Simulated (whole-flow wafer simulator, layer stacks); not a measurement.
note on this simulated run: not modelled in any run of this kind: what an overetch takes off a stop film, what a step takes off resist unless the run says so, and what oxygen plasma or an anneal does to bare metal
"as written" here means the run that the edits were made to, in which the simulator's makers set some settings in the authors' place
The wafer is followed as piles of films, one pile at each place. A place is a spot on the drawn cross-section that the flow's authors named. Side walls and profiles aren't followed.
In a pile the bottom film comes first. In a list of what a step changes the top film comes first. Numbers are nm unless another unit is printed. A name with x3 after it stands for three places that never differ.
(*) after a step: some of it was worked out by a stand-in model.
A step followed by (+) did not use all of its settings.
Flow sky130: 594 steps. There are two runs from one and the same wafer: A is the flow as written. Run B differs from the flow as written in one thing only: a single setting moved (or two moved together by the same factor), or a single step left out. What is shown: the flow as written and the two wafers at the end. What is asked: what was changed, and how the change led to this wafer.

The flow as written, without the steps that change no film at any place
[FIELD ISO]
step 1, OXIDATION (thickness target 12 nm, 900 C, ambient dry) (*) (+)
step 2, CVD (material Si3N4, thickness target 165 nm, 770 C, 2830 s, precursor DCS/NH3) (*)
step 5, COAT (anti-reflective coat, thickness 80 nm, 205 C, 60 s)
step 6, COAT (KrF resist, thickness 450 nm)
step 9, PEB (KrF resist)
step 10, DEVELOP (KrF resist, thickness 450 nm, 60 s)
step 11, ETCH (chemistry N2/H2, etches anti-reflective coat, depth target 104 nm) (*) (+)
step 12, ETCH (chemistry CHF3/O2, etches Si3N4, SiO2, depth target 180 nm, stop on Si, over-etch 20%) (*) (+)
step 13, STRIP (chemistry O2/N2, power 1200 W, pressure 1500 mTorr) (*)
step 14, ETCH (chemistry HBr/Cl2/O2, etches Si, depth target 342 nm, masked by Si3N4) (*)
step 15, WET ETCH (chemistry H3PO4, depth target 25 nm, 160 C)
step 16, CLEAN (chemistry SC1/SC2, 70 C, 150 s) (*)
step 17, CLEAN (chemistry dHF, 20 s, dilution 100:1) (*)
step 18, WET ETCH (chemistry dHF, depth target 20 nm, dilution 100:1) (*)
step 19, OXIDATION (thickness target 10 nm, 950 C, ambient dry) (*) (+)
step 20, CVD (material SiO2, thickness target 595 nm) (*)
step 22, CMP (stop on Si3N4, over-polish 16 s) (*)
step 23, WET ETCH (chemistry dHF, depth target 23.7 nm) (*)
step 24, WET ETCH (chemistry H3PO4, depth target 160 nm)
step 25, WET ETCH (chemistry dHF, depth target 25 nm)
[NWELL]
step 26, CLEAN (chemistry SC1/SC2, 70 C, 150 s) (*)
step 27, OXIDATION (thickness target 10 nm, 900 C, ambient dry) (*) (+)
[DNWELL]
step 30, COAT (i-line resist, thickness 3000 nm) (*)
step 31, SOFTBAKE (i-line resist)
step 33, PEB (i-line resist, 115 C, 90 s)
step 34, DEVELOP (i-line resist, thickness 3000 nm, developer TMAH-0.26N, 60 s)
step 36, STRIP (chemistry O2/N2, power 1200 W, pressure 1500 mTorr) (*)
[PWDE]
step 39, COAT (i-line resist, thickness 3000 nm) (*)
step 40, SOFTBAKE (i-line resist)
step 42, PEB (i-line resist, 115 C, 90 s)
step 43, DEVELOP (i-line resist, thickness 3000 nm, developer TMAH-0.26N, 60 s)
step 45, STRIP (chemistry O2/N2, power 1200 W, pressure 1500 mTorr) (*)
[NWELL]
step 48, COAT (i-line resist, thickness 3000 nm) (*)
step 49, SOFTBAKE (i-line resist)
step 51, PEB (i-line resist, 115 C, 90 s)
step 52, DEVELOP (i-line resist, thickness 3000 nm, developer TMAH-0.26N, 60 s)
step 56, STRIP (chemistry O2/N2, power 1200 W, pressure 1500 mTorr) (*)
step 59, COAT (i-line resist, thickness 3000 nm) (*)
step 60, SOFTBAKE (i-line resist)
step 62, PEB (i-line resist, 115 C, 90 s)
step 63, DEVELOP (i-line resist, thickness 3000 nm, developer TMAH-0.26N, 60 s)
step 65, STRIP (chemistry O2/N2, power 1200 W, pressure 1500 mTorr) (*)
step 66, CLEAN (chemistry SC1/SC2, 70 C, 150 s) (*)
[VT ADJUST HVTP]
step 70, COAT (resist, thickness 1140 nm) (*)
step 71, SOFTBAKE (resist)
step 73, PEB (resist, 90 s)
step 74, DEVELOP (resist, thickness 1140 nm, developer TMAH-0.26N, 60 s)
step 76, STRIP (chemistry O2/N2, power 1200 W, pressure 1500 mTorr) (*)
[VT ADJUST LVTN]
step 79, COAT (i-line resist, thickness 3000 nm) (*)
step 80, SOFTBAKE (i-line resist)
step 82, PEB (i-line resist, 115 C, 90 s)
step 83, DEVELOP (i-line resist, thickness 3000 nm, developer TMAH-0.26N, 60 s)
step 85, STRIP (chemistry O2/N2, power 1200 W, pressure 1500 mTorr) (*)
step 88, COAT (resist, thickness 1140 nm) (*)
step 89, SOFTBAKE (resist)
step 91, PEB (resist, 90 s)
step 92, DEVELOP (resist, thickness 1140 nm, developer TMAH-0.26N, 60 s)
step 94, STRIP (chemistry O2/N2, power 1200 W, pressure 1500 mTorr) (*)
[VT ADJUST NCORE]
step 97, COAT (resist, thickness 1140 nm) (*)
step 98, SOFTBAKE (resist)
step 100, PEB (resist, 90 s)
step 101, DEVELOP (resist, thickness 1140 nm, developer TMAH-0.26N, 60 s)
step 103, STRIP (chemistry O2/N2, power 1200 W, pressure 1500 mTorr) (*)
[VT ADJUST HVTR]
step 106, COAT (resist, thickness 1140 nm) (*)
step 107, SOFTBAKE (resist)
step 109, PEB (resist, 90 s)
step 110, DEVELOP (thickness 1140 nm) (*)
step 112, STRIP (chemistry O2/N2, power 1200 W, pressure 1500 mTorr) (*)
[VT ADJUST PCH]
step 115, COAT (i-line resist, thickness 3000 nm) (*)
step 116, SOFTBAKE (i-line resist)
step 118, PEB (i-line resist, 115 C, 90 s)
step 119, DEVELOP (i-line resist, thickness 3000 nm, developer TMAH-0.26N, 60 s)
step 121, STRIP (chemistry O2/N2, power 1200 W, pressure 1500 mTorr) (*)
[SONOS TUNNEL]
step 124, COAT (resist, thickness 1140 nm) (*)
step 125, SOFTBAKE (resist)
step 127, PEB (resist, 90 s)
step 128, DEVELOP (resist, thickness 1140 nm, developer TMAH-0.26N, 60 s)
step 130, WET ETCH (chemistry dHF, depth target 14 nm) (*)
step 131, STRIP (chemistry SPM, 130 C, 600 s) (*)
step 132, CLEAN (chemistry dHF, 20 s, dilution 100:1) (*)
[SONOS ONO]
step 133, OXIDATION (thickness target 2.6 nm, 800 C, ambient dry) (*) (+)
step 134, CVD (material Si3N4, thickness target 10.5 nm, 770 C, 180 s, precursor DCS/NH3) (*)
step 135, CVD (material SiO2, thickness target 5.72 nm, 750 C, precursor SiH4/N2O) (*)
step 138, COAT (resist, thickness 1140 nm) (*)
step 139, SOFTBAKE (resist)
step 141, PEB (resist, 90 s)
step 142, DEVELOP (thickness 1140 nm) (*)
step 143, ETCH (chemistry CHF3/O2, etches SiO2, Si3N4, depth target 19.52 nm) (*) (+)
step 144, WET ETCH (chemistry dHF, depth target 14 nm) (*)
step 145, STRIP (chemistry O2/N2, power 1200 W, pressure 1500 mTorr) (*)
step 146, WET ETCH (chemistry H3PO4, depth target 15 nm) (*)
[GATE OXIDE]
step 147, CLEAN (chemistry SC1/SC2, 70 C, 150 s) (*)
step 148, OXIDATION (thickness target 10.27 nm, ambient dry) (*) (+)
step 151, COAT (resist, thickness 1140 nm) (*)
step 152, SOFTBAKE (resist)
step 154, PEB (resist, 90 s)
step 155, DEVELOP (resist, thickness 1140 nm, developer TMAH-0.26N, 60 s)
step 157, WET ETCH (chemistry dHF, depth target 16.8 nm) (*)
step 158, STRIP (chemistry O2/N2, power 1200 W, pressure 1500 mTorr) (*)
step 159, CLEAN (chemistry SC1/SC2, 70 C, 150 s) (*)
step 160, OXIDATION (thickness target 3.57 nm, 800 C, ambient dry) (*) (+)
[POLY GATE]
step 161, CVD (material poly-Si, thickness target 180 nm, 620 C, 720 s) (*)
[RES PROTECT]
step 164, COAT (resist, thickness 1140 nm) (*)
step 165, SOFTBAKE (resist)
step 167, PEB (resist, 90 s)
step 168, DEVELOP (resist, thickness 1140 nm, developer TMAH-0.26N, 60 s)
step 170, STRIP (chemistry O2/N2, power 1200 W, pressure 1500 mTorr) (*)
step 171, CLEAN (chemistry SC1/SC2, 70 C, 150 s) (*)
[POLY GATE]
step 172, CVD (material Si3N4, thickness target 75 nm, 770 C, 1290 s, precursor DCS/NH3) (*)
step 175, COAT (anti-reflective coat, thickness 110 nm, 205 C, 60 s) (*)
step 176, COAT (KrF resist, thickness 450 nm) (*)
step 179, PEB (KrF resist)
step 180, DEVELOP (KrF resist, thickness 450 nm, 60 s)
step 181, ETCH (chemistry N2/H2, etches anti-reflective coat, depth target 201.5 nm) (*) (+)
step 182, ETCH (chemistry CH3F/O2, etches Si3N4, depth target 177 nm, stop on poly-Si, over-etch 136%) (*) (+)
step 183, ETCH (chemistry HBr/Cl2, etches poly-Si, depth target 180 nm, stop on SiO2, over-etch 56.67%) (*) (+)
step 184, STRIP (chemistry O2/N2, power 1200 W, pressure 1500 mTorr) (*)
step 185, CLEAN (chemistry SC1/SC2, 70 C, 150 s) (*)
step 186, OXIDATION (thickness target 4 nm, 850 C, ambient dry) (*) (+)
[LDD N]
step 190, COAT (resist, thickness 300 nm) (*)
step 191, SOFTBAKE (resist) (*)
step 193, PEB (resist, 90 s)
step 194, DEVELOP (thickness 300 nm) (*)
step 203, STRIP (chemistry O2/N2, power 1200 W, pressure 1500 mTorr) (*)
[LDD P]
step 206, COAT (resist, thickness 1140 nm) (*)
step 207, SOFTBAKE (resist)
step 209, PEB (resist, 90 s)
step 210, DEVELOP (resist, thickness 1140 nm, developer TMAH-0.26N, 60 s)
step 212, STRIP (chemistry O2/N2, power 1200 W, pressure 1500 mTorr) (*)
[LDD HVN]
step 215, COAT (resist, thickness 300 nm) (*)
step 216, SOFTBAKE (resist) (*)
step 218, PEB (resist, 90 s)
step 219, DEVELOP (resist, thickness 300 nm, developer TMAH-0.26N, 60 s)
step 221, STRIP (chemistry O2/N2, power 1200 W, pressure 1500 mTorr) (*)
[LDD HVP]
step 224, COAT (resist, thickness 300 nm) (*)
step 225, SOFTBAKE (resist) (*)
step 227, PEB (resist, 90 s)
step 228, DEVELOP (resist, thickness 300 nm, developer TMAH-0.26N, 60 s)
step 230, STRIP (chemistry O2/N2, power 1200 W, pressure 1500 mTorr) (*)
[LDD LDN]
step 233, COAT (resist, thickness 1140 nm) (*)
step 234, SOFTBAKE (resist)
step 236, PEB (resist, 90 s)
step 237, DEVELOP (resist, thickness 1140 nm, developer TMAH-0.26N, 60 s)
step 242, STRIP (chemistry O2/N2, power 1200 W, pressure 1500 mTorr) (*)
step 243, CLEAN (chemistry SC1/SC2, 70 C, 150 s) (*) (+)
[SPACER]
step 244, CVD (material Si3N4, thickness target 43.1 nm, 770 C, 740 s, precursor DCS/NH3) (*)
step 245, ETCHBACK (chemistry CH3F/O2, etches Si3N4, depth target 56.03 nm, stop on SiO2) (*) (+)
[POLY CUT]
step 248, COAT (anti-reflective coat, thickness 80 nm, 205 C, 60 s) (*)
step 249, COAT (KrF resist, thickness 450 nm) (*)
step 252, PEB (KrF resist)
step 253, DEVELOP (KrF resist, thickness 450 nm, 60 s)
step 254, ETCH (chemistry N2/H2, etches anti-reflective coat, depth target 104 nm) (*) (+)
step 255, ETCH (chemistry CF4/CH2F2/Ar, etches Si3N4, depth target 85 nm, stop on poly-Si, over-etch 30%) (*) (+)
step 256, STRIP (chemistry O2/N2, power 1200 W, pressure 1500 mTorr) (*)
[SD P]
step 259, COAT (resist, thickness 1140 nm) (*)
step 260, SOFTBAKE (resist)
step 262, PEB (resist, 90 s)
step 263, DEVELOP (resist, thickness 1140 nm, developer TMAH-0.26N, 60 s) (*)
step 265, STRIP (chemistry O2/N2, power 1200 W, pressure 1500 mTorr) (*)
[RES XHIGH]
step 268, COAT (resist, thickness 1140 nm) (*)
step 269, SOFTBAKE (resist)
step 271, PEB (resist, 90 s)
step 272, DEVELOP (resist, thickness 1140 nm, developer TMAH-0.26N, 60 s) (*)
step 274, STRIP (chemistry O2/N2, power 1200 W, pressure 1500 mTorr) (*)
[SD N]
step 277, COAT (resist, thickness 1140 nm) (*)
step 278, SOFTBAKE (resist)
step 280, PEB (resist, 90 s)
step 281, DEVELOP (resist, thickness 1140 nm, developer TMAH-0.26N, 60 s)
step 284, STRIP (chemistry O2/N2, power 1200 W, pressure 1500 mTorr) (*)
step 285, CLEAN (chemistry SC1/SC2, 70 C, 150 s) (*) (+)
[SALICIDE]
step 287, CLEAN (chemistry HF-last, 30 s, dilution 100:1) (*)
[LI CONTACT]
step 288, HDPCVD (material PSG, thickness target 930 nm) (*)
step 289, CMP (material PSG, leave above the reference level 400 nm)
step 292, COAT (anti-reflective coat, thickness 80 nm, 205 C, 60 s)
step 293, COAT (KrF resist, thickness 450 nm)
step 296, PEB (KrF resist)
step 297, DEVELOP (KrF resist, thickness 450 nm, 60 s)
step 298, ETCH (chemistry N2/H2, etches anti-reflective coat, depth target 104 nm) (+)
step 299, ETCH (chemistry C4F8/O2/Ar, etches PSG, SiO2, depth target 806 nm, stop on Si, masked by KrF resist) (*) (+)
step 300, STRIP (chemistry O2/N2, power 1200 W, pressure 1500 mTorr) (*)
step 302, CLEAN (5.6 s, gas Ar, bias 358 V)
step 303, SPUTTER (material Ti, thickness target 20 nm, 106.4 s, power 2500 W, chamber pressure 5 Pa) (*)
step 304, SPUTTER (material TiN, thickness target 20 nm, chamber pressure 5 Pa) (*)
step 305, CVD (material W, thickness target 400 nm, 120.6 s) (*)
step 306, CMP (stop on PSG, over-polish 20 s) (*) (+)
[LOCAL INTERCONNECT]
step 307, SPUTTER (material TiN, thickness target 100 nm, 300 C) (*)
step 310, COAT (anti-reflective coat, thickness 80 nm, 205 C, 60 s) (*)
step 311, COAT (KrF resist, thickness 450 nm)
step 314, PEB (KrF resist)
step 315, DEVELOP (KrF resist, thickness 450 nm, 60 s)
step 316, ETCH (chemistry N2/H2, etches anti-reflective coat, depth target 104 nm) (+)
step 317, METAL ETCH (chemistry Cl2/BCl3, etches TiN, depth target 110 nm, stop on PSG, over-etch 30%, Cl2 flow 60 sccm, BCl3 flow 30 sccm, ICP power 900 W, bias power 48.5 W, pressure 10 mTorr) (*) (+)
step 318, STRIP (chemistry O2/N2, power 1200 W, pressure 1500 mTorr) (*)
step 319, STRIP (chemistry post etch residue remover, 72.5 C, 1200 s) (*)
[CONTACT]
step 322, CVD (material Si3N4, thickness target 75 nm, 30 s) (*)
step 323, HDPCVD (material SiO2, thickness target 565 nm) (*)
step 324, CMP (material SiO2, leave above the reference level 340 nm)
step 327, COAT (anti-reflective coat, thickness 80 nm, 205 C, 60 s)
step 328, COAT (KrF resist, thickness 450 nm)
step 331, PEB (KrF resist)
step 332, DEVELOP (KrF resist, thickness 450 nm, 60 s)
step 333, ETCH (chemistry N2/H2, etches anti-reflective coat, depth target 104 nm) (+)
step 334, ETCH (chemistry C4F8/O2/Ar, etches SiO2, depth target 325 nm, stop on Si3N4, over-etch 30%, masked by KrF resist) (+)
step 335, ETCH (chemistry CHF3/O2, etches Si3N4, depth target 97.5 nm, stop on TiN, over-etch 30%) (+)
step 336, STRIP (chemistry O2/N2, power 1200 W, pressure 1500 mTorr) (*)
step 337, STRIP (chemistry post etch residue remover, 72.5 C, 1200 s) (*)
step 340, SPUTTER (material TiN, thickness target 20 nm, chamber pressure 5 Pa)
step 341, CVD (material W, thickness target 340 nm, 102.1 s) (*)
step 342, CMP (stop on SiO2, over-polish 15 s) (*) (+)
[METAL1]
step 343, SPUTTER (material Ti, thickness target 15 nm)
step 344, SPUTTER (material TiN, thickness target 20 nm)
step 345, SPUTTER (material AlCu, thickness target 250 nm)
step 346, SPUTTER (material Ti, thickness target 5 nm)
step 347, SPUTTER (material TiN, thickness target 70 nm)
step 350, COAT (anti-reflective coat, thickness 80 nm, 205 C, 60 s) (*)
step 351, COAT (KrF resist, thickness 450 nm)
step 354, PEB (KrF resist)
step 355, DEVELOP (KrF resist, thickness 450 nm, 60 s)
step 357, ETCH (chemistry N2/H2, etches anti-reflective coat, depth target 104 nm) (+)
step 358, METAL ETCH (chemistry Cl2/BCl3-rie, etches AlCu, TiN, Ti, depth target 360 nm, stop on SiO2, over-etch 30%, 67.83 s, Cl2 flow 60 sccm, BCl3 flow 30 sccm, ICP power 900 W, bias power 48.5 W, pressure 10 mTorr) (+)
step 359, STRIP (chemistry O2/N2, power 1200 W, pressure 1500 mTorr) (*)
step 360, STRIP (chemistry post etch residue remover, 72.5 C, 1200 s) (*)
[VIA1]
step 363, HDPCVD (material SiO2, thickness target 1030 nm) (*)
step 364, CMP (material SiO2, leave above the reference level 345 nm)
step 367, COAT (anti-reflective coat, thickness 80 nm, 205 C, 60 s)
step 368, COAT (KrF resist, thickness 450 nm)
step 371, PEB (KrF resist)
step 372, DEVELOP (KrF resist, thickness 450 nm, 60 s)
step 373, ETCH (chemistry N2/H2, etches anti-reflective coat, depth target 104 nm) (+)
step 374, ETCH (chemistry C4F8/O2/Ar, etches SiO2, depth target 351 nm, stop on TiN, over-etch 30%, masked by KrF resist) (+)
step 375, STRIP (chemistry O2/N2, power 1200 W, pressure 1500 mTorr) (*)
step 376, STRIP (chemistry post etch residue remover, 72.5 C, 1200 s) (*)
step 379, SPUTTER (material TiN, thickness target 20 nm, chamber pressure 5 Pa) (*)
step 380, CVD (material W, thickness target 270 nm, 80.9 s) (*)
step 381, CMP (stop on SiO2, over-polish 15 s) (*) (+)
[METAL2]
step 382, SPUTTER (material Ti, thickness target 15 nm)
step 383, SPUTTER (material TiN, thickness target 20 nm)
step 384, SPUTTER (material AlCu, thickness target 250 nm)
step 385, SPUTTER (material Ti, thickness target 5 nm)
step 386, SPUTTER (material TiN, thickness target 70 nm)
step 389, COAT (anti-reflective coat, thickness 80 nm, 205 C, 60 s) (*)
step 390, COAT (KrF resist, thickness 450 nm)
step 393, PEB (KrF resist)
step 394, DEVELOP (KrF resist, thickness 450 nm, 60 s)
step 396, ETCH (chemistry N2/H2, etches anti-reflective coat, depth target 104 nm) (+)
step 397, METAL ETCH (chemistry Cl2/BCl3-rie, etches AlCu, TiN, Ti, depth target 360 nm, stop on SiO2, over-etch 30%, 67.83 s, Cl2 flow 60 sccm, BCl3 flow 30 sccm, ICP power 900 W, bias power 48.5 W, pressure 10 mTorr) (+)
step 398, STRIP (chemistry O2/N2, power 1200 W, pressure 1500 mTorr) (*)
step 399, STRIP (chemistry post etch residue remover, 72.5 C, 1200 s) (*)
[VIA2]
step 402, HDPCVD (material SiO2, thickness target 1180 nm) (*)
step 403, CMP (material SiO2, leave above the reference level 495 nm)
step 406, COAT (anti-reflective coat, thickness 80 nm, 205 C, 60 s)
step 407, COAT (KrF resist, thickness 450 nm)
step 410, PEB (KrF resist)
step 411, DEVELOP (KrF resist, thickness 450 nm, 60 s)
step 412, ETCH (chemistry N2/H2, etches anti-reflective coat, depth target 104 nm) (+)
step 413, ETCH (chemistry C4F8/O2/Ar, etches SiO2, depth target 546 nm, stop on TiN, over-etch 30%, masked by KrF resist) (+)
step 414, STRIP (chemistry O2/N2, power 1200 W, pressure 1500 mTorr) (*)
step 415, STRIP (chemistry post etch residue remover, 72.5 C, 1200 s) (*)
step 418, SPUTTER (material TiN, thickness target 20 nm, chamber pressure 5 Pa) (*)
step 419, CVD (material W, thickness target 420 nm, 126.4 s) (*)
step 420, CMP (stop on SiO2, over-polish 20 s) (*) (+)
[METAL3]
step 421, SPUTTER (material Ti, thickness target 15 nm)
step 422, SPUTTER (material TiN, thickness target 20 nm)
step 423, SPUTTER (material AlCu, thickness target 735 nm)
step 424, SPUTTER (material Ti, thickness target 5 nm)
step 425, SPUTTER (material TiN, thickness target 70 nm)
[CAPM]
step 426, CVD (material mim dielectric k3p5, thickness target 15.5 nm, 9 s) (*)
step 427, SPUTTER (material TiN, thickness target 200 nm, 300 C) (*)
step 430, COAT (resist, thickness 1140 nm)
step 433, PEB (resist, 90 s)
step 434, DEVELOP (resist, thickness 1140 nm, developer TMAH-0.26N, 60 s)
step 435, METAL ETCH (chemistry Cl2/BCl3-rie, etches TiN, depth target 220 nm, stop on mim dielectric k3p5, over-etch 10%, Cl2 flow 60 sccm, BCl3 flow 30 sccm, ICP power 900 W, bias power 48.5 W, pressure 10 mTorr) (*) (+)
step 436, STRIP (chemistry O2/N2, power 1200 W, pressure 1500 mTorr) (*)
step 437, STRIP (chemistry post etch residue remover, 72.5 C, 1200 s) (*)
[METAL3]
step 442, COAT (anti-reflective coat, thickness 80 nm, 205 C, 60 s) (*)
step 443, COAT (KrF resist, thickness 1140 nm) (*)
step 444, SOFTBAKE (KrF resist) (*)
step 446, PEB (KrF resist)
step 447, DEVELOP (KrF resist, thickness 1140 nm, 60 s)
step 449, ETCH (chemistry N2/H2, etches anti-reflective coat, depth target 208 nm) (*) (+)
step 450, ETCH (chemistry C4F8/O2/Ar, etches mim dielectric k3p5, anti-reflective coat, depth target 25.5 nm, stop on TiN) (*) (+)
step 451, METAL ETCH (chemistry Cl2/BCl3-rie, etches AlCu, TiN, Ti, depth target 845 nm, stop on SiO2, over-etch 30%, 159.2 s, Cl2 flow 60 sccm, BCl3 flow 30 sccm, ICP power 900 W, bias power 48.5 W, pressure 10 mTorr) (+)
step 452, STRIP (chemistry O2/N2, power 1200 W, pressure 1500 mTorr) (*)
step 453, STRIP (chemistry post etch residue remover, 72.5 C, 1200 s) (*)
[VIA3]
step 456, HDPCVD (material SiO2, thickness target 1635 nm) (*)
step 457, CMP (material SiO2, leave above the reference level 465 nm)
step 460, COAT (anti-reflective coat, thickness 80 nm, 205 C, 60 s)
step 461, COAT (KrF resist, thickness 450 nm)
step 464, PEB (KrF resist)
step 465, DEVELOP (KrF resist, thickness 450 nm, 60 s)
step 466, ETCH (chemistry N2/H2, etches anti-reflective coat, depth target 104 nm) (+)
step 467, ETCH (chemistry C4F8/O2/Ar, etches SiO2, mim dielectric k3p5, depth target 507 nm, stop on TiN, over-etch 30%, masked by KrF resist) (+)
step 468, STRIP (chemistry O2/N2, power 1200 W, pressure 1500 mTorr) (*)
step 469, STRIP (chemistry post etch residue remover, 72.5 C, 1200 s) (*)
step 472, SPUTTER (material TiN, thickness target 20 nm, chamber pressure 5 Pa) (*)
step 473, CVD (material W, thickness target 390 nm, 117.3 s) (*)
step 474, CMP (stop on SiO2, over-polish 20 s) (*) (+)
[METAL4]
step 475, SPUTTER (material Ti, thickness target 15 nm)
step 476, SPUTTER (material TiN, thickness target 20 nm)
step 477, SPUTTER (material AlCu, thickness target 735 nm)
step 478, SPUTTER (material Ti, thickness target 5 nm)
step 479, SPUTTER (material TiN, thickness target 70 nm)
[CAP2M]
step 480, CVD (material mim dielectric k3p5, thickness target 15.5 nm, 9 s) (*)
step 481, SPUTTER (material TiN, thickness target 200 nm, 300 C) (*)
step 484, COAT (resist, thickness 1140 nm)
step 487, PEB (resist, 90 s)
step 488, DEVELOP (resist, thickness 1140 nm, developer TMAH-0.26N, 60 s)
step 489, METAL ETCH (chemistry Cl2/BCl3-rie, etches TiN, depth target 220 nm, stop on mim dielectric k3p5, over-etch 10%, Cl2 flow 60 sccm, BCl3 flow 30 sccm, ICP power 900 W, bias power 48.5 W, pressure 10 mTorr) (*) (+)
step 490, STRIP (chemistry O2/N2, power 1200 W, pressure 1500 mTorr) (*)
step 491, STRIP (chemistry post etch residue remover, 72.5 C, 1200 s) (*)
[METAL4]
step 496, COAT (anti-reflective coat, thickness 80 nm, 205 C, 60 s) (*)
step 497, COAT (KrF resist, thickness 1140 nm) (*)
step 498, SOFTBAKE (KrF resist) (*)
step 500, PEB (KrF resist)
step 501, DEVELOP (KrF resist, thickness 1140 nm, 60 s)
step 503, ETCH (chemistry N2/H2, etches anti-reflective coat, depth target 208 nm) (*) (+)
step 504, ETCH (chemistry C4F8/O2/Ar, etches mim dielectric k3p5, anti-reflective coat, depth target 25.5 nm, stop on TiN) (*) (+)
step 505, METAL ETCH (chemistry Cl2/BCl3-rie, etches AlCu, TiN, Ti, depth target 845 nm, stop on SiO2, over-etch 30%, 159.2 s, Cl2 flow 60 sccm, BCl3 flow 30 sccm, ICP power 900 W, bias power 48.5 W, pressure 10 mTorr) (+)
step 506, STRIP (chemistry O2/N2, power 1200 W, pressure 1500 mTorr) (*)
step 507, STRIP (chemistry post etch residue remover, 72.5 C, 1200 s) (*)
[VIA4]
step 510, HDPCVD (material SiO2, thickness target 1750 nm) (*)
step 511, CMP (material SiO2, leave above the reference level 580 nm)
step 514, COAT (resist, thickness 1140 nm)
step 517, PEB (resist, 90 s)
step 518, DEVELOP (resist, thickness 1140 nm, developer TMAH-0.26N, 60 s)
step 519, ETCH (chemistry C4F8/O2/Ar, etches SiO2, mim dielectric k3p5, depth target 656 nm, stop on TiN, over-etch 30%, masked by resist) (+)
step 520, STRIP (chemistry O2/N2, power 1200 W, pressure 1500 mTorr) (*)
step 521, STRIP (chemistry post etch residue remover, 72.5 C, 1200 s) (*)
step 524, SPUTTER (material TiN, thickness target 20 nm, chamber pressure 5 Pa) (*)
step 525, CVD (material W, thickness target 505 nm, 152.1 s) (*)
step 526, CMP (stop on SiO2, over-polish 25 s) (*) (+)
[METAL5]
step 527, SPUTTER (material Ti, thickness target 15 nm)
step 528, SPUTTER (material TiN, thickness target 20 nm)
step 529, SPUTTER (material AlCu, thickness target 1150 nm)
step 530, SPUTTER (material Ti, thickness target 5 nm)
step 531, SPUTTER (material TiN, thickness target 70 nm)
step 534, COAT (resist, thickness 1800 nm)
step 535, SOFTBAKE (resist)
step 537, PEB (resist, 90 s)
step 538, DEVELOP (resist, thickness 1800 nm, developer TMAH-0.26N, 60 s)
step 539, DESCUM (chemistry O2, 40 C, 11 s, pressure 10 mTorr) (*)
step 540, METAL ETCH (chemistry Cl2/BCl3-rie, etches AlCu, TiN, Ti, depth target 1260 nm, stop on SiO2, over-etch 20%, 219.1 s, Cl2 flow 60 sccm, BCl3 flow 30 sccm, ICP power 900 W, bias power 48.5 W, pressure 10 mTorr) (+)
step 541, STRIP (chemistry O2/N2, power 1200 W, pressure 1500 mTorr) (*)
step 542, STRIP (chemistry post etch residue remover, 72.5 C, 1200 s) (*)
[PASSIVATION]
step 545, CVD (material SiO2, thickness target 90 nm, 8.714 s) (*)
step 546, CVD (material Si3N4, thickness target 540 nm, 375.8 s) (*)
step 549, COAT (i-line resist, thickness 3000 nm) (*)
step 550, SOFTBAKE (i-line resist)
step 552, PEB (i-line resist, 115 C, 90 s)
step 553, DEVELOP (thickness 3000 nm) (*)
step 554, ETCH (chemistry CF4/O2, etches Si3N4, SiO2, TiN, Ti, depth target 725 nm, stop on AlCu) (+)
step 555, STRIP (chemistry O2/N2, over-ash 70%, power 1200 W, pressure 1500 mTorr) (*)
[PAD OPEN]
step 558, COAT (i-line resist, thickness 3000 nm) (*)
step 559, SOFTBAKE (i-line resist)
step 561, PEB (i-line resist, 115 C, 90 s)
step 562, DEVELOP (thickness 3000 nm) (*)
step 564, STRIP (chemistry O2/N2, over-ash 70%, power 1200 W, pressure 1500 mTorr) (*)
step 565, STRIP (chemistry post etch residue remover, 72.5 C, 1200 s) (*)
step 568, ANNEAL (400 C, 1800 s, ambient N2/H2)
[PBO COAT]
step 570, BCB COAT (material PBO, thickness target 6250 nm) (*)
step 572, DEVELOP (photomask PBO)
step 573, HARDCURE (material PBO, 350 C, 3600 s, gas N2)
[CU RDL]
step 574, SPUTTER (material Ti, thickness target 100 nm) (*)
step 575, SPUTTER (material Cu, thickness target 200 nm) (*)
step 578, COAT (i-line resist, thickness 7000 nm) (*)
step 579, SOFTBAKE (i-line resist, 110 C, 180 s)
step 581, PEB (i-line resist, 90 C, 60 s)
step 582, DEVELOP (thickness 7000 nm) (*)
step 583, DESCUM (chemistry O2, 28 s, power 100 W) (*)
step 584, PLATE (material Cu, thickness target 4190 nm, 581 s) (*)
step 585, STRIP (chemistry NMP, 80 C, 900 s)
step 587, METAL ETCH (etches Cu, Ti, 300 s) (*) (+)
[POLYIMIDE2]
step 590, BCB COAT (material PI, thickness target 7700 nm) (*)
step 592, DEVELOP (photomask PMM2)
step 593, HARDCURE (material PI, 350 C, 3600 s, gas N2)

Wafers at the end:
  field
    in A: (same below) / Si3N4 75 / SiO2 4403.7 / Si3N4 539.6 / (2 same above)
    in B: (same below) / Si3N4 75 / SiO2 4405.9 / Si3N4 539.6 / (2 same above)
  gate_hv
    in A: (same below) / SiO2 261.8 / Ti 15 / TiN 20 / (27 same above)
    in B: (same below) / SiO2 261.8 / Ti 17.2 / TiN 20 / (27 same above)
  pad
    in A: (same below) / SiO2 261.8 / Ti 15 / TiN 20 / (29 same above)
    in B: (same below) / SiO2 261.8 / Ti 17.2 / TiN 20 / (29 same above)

Cause: step 343, SPUTTER: thickness target 17.2 nm was run, whereas the flow has thickness target 15 nm.
The wafer itself shows it: gate_hv has Ti 17.2, and step 343 as written asks for 15 nm.

The path from the change to this, step by step:
  step 343, SPUTTER (material Ti, thickness target 15 nm)
      field, active, n_well and 188 more: A Ti gains 15 (new film) | B Ti gains 17.2 (new film)
  step 358, METAL ETCH (chemistry Cl2/BCl3-rie, etches AlCu, TiN, Ti, depth target 360 nm, stop on SiO2, over-etch 30%, 67.83 s, Cl2 flow 60 sccm, BCl3 flow 30 sccm, ICP power 900 W, bias power 48.5 W, pressure 10 mTorr) (+)
      field, active, gate and 81 more: A TiN loses 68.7 (all of it), Ti loses 5 (all of it), AlCu loses 250 (all of it), TiN loses 20 (all of it), Ti loses 15 (all of it), SiO2 loses 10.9 | B TiN loses 68.7 (all of it), Ti loses 5 (all of it), AlCu loses 250 (all of it), TiN loses 20 (all of it), Ti loses 17.2 (all of it), SiO2 loses 10.7
